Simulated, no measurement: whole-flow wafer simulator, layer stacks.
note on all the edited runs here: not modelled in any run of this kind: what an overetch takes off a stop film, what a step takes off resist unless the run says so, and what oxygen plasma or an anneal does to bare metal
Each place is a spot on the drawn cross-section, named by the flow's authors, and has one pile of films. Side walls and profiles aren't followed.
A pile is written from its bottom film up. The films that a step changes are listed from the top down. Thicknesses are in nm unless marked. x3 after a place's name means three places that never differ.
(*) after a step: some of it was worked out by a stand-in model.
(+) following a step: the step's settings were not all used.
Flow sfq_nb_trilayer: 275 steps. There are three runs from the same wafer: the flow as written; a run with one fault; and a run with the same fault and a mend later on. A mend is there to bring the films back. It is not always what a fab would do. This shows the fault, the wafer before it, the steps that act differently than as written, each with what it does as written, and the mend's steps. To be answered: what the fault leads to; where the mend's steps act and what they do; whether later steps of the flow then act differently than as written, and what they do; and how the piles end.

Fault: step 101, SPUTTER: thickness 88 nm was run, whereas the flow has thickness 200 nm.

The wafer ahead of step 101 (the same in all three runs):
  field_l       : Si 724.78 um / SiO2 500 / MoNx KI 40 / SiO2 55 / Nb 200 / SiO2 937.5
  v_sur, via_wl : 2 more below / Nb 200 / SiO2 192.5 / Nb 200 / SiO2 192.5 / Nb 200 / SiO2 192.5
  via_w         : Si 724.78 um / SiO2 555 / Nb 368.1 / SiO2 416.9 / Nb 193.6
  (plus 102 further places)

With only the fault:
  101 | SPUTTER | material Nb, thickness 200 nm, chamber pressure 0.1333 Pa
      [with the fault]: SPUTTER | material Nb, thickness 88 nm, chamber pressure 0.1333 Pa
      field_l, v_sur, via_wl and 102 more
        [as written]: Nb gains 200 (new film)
        [with the fault]: Nb gains 88 (new film)
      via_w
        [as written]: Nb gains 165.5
        [with the fault]: Nb gains 72.5
  Steps later in the flow that act otherwise than as written (4 more steps, not shown, differ only slightly: by at most 2% or 0.5 nm, whichever is larger):
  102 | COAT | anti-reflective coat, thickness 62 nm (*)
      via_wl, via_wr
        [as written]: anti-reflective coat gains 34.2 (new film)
        [with the fault]: anti-reflective coat gains 32.7 (new film)
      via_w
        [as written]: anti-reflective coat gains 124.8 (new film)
        [with the fault]: anti-reflective coat gains 119.3 (new film)
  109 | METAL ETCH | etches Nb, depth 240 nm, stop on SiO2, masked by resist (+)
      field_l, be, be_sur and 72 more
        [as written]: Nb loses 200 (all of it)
        [with the fault]: Nb loses 88 (all of it)
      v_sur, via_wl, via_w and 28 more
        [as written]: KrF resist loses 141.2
        [with the fault]: KrF resist loses 77.6
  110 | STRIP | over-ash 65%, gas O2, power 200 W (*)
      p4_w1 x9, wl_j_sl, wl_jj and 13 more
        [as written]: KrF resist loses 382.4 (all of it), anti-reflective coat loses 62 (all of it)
        [with the fault]: KrF resist loses 445.9 (all of it), anti-reflective coat loses 62 (all of it)
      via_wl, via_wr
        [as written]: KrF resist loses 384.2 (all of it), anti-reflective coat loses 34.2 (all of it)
        [with the fault]: KrF resist loses 451.7 (all of it), anti-reflective coat loses 32.7 (all of it)
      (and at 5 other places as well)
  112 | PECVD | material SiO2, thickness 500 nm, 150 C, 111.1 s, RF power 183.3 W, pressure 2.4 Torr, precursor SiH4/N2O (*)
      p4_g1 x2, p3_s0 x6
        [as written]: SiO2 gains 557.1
        [with the fault]: SiO2 gains 500
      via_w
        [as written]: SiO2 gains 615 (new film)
        [with the fault]: SiO2 gains 583.7 (new film)
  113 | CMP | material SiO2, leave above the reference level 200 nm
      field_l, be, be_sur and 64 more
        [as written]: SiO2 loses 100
        [with the fault]: SiO2 loses 212
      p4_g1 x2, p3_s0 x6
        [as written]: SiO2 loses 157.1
        [with the fault]: SiO2 loses 212
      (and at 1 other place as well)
  By the end, the piles at field_l, v_sur, via_wl and 103 more depart from the flow's by more than 2% or 0.5 nm, whichever is larger.
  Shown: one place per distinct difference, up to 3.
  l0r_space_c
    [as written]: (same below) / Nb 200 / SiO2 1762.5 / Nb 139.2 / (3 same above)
    [with the fault]: (same below) / Nb 200 / SiO2 1650.5 / Nb 139.2 / (3 same above)
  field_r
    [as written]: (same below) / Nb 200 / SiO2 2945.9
    [with the fault]: (same below) / Nb 200 / SiO2 2833.9
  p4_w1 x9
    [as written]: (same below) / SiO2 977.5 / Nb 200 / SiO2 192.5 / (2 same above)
    [with the fault]: (same below) / SiO2 977.5 / Nb 88 / SiO2 192.5 / (2 same above)

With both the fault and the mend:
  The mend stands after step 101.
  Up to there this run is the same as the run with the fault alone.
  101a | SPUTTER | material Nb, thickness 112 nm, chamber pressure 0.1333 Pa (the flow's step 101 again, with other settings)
      field_l, v_sur, via_wl and 102 more
        Nb gains 112
      via_w
        Nb gains 92.2
  Every later step of the flow that is run acts as written, at every place that is followed, to within 2% or 0.5 nm, whichever is larger.
  The piles end only slightly different from the flow's at the places that both follow, by no more than 2% or 0.5 nm, whichever is larger.
